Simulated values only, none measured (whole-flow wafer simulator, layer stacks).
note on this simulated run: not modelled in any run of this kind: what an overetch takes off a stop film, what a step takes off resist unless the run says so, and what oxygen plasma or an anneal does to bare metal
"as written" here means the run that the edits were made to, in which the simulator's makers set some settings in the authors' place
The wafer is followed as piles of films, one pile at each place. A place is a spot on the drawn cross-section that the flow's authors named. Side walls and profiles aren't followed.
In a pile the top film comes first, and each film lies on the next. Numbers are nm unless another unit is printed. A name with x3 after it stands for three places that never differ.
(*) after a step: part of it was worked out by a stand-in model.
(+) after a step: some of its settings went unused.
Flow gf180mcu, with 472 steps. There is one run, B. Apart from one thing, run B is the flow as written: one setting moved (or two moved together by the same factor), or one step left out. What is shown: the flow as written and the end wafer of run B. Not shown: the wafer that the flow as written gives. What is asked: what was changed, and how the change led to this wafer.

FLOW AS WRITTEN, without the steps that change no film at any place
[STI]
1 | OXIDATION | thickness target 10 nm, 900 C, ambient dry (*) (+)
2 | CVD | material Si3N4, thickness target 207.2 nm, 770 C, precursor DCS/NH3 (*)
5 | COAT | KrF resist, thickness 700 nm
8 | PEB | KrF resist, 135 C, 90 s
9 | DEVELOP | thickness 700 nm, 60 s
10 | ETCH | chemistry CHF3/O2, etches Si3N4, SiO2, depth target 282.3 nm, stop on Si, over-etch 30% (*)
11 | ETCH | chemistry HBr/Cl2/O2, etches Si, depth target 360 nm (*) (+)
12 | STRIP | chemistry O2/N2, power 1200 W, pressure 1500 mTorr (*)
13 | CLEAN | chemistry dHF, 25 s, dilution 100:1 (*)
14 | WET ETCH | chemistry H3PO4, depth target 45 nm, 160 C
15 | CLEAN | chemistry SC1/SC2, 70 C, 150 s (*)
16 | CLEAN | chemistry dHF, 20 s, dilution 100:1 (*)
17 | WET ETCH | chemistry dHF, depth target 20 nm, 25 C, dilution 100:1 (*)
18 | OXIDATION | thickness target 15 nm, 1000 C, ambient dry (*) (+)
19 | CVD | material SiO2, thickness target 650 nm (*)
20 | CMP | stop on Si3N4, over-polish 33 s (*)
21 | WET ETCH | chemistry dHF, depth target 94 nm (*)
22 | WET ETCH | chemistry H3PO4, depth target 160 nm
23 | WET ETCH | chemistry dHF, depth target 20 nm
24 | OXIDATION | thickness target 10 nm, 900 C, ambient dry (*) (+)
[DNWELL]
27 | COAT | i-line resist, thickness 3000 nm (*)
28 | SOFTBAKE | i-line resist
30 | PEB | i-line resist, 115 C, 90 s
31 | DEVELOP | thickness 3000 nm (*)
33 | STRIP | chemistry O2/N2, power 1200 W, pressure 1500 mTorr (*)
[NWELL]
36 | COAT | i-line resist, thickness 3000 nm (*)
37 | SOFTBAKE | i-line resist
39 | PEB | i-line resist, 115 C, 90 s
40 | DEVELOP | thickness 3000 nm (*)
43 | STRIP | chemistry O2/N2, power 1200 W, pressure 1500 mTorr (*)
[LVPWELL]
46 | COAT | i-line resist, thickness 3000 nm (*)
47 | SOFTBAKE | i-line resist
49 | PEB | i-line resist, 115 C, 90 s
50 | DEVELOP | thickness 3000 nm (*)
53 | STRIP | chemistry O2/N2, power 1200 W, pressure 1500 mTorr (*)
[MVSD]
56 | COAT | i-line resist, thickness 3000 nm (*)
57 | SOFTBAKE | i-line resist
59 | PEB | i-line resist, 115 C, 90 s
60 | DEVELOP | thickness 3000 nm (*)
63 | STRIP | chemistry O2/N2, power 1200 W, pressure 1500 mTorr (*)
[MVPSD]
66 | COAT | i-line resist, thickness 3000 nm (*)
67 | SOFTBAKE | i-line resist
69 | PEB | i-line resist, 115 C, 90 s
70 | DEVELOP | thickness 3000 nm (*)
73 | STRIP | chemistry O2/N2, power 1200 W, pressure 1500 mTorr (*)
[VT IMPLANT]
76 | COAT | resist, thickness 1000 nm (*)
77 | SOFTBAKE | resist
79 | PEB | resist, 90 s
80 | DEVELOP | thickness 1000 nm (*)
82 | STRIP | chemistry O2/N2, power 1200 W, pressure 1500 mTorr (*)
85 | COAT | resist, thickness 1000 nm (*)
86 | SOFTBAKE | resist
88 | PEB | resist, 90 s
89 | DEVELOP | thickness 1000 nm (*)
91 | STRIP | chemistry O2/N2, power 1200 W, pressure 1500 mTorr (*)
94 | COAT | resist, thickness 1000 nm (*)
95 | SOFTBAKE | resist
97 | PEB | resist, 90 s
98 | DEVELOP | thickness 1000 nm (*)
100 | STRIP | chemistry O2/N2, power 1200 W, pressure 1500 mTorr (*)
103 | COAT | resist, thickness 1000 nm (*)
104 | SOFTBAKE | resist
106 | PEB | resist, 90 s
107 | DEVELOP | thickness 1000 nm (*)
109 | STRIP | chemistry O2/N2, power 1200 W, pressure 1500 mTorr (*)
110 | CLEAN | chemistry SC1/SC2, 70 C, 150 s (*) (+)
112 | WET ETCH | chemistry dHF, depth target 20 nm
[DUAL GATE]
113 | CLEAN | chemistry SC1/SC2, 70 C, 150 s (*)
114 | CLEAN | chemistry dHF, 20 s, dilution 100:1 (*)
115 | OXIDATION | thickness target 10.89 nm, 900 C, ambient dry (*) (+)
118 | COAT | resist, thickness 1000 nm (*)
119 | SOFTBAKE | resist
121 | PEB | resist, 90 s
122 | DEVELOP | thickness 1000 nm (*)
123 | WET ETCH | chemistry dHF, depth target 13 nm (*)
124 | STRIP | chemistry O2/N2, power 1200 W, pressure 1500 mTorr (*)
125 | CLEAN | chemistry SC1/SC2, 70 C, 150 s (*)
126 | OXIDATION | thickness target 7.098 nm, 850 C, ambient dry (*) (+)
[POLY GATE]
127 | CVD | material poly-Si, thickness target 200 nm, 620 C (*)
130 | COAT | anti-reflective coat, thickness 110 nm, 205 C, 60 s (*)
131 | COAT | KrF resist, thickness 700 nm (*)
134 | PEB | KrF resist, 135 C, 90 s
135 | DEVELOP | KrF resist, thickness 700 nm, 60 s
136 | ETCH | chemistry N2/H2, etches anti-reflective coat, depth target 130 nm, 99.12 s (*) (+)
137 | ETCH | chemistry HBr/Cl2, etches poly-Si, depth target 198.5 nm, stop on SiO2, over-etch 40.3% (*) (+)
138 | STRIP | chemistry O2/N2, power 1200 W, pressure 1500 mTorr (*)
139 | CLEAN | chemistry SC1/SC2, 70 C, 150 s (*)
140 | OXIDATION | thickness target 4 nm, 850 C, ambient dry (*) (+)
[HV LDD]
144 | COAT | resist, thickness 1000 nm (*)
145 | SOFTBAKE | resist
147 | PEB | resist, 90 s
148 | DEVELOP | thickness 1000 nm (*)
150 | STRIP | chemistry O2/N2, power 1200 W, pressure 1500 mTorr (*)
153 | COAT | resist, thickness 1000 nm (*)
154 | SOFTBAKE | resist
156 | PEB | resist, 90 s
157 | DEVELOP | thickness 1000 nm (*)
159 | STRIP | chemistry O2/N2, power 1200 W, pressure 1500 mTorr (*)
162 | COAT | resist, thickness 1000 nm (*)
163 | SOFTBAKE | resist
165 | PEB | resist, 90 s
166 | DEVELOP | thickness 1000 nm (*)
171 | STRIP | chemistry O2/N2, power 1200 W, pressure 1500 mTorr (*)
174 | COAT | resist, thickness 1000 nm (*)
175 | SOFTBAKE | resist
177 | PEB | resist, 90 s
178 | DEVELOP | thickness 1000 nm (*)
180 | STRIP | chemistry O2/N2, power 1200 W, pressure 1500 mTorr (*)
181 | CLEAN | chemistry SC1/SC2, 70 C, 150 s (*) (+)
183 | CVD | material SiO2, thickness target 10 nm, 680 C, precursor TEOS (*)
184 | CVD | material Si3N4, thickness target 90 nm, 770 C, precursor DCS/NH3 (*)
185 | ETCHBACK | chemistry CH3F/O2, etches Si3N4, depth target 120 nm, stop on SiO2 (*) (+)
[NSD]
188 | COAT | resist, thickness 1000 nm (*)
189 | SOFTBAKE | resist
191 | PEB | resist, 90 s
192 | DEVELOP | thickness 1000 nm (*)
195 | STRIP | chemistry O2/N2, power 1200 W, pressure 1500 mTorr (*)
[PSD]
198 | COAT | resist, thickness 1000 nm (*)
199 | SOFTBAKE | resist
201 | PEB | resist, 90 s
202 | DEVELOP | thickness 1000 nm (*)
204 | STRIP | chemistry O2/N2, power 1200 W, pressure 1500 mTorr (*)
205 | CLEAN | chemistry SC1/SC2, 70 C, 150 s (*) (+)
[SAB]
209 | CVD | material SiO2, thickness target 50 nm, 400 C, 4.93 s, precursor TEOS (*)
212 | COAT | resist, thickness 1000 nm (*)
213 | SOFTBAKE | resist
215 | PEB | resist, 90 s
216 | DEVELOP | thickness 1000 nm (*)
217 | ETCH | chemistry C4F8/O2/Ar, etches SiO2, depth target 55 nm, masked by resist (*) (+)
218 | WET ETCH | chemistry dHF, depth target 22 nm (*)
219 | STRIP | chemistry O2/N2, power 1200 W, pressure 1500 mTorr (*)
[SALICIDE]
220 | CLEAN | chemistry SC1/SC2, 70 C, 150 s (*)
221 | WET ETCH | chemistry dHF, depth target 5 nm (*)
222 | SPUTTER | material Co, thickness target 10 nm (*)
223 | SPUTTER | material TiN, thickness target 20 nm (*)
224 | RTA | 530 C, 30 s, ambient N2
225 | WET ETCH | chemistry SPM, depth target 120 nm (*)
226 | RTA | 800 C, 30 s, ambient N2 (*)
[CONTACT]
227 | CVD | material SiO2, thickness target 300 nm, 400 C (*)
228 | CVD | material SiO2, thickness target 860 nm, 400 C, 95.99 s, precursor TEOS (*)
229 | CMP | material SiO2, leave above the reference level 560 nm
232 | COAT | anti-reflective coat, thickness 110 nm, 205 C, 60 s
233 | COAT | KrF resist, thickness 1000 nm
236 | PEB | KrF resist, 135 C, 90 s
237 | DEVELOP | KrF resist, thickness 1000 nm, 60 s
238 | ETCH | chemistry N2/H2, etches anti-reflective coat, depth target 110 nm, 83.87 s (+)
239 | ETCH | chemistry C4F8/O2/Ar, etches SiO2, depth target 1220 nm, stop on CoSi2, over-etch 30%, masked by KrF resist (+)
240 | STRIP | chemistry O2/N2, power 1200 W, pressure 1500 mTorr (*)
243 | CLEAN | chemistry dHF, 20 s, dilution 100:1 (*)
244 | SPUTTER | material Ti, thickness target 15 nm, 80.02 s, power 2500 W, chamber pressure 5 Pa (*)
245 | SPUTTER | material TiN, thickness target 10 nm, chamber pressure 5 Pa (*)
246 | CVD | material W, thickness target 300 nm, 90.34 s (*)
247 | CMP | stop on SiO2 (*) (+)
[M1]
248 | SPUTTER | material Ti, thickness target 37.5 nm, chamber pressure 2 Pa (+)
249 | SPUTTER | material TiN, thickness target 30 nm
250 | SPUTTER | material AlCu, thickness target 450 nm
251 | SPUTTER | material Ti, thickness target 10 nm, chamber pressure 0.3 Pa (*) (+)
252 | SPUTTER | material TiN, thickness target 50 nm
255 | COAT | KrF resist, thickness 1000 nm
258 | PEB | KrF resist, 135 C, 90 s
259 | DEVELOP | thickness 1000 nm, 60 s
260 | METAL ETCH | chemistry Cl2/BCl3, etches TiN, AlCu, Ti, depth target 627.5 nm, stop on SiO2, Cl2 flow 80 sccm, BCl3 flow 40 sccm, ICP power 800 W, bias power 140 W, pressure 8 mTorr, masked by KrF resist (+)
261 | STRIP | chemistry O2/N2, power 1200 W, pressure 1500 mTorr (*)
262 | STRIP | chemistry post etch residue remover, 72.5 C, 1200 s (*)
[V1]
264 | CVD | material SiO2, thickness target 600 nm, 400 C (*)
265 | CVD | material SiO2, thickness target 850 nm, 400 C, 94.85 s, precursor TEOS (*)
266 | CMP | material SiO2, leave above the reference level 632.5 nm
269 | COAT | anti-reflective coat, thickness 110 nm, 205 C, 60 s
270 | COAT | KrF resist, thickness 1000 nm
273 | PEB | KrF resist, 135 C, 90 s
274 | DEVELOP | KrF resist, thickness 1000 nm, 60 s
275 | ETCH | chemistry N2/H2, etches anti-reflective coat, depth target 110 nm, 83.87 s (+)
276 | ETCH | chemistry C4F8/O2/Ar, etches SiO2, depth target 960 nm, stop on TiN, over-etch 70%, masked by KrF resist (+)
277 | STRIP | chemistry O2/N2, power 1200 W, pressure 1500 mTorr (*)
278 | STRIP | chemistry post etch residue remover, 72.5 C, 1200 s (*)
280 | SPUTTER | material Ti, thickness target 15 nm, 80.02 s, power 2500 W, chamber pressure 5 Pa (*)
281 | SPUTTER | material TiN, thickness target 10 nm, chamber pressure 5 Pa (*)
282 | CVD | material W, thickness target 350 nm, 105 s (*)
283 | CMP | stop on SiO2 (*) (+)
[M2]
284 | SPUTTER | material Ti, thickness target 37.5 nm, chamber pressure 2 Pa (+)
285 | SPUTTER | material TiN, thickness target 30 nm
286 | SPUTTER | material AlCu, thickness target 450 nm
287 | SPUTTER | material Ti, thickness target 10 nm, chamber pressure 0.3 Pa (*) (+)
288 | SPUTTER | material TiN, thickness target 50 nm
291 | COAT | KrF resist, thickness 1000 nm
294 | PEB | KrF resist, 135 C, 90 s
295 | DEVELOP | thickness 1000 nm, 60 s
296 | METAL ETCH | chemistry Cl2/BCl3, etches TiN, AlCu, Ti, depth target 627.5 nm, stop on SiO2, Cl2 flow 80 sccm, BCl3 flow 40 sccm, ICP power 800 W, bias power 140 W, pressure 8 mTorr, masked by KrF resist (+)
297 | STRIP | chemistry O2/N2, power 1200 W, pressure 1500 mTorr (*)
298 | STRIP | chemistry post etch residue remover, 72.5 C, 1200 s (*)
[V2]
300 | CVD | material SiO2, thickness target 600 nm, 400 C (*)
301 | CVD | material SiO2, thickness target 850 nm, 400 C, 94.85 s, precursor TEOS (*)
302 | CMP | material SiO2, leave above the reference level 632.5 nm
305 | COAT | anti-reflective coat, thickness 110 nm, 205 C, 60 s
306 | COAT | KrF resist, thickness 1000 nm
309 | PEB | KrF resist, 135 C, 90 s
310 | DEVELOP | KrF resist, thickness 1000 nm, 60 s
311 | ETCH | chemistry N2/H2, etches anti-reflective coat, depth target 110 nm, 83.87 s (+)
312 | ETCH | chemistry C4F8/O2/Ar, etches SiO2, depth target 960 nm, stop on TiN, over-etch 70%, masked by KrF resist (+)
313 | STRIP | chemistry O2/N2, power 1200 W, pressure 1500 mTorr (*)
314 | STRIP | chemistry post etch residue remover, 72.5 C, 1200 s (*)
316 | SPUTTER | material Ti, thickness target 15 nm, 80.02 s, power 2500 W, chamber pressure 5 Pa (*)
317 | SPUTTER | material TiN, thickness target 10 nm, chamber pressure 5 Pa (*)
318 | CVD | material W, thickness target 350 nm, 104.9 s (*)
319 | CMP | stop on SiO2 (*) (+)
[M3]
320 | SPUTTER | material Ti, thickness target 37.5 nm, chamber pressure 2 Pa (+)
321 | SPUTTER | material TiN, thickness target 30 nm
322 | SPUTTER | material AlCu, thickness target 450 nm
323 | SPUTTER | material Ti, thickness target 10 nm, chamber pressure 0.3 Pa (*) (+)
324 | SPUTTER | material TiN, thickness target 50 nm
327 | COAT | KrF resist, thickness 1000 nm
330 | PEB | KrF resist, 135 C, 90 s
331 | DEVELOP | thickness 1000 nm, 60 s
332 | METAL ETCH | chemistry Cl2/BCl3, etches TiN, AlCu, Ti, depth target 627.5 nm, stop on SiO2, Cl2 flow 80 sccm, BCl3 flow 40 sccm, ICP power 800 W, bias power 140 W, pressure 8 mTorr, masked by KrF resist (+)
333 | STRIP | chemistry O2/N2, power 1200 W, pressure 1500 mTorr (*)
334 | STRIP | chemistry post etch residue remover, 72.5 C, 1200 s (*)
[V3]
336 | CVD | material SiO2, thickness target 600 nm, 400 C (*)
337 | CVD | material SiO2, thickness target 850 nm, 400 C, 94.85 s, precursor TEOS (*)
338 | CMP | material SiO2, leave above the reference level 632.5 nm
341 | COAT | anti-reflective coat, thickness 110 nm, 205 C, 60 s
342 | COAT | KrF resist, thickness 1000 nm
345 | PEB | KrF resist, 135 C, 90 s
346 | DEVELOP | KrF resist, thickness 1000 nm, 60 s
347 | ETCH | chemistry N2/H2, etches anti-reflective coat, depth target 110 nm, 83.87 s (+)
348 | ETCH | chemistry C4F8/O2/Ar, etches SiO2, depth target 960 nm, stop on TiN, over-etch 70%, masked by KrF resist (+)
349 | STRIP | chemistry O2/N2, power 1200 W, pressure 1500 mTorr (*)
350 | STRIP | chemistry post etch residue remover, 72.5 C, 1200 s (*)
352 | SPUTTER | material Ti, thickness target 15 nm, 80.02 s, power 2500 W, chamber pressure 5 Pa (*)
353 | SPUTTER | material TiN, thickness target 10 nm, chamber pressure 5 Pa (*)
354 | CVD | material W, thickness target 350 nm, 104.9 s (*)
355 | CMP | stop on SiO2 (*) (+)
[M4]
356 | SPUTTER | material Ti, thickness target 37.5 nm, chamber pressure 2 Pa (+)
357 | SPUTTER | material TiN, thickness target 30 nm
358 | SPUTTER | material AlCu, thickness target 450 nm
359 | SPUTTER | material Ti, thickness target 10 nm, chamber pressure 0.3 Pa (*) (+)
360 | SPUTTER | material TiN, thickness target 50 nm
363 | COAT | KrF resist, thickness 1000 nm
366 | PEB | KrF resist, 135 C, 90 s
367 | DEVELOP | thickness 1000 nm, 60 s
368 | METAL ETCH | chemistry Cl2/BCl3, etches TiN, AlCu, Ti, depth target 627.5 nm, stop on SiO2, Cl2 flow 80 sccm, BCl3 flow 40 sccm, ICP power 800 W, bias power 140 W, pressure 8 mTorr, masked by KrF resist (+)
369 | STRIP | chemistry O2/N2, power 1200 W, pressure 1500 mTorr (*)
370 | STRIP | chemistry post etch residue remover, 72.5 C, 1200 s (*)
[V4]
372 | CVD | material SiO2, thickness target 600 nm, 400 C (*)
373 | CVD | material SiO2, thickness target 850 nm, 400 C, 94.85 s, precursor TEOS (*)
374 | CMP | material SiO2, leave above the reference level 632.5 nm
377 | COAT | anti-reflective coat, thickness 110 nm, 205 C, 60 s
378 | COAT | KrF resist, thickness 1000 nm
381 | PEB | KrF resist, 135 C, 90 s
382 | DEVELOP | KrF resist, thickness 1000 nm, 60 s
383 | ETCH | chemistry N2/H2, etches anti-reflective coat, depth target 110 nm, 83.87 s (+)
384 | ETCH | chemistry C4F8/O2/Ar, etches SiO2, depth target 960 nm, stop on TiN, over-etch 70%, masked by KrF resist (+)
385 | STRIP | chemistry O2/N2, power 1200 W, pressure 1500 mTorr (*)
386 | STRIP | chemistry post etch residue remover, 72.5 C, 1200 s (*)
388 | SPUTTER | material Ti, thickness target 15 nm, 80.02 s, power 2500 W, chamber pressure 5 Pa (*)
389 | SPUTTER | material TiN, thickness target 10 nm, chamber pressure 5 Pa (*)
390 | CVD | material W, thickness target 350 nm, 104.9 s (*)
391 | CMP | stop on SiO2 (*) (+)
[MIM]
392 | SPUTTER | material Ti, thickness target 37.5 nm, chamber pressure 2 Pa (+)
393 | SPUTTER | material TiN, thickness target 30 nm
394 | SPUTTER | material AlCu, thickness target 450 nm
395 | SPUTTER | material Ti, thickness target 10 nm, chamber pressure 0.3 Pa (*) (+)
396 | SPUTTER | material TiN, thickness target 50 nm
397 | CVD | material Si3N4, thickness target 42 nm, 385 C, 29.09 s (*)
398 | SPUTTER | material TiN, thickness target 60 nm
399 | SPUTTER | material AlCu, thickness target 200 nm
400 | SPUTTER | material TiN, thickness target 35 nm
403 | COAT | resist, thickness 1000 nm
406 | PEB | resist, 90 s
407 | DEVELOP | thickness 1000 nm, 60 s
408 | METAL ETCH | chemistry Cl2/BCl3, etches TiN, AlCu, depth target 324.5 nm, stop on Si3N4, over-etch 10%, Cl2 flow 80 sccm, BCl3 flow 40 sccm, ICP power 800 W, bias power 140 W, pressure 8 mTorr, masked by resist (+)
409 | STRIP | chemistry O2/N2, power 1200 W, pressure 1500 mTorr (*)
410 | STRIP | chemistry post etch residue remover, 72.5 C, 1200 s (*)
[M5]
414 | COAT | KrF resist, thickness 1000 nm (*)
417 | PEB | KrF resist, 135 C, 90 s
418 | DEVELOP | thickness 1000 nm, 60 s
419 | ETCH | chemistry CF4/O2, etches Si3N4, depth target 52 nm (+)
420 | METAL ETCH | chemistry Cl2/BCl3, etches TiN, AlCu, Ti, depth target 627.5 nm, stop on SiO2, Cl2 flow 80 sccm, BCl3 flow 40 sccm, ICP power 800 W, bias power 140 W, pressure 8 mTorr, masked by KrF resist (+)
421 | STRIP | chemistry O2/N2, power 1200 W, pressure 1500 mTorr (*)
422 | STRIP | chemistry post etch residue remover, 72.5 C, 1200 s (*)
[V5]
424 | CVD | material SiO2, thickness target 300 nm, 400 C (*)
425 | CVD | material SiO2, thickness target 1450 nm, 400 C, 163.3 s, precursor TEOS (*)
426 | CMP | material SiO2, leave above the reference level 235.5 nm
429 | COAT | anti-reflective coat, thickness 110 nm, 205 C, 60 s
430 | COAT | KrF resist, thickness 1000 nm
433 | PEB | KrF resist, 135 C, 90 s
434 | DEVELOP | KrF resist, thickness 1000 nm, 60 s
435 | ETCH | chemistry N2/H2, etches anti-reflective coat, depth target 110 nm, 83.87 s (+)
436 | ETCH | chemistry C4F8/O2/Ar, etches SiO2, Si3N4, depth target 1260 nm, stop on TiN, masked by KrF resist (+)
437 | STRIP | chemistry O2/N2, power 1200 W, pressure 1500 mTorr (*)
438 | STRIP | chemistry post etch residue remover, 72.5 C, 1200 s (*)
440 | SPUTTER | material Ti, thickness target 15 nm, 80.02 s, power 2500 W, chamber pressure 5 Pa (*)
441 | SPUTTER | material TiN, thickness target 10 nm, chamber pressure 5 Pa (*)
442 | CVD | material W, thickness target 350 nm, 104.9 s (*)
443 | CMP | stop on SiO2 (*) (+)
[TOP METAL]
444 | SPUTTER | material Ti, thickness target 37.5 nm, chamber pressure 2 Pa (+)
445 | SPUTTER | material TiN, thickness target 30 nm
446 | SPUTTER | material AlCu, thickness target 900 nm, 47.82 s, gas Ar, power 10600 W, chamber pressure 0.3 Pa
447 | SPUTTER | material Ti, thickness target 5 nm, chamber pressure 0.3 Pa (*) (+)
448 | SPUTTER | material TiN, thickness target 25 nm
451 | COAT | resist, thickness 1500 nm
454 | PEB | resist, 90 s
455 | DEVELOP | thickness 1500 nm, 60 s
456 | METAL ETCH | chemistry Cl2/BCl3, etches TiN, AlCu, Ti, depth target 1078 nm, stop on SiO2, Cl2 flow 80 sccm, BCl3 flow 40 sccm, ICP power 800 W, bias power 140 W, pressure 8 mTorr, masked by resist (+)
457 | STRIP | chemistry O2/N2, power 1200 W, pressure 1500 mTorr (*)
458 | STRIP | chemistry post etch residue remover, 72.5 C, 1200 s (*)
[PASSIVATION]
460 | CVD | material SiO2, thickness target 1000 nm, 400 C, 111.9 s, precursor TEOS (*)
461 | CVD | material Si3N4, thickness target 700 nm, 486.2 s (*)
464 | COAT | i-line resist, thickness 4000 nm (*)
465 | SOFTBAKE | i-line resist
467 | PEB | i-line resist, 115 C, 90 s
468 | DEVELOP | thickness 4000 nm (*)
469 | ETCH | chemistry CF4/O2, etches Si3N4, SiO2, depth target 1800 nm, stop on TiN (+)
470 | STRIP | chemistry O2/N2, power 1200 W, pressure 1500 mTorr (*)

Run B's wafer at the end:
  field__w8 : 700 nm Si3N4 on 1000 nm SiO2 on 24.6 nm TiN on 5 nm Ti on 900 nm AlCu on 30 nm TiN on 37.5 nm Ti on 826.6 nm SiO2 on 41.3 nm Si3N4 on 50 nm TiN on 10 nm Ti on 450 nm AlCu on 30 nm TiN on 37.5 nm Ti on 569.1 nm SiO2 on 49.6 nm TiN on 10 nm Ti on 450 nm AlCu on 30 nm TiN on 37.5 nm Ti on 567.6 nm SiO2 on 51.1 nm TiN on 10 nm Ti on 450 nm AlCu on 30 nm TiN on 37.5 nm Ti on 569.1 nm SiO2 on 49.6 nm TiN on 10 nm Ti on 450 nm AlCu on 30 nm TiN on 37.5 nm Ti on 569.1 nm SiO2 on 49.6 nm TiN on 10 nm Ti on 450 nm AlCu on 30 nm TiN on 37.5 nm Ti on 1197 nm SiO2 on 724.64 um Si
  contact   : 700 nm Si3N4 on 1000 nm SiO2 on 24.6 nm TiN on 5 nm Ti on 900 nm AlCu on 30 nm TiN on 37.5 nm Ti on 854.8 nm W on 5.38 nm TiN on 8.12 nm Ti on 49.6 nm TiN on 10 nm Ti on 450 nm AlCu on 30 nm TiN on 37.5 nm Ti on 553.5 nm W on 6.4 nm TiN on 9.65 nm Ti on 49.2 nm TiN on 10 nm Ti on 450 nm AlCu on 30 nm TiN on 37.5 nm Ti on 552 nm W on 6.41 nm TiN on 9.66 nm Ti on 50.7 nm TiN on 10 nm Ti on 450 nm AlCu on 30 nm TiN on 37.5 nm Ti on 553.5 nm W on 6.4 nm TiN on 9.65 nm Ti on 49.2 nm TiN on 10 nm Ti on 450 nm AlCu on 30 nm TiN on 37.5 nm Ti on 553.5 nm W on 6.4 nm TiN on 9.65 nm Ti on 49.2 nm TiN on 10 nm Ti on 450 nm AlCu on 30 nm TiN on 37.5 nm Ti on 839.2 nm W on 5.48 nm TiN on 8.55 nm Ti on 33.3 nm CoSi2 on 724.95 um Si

The reason: step 324, SPUTTER: thickness target 51.5 nm was run, whereas the flow has thickness target 50 nm.

The path from the change to this, step by step:
  324 | SPUTTER | material TiN, thickness target 50 nm
      field, field__w1, field__w2 and 108 more: TiN gains 51.5 (new film) (as written it would have been: TiN gains 50 (new film))
  332 | METAL ETCH | chemistry Cl2/BCl3, etches TiN, AlCu, Ti, depth target 627.5 nm, stop on SiO2, Cl2 flow 80 sccm, BCl3 flow 40 sccm, ICP power 800 W, bias power 140 W, pressure 8 mTorr, masked by KrF resist (+)
      field, field__w1, field__w2 and 103 more: TiN loses 51.5 (all of it), Ti loses 10 (all of it), AlCu loses 450 (all of it), TiN loses 30 (all of it), Ti loses 37.5 (all of it) (as written it would have been: TiN loses 50 (all of it), Ti loses 10 (all of it), AlCu loses 450 (all of it), TiN loses 30 (all of it), Ti loses 37.5 (all of it))
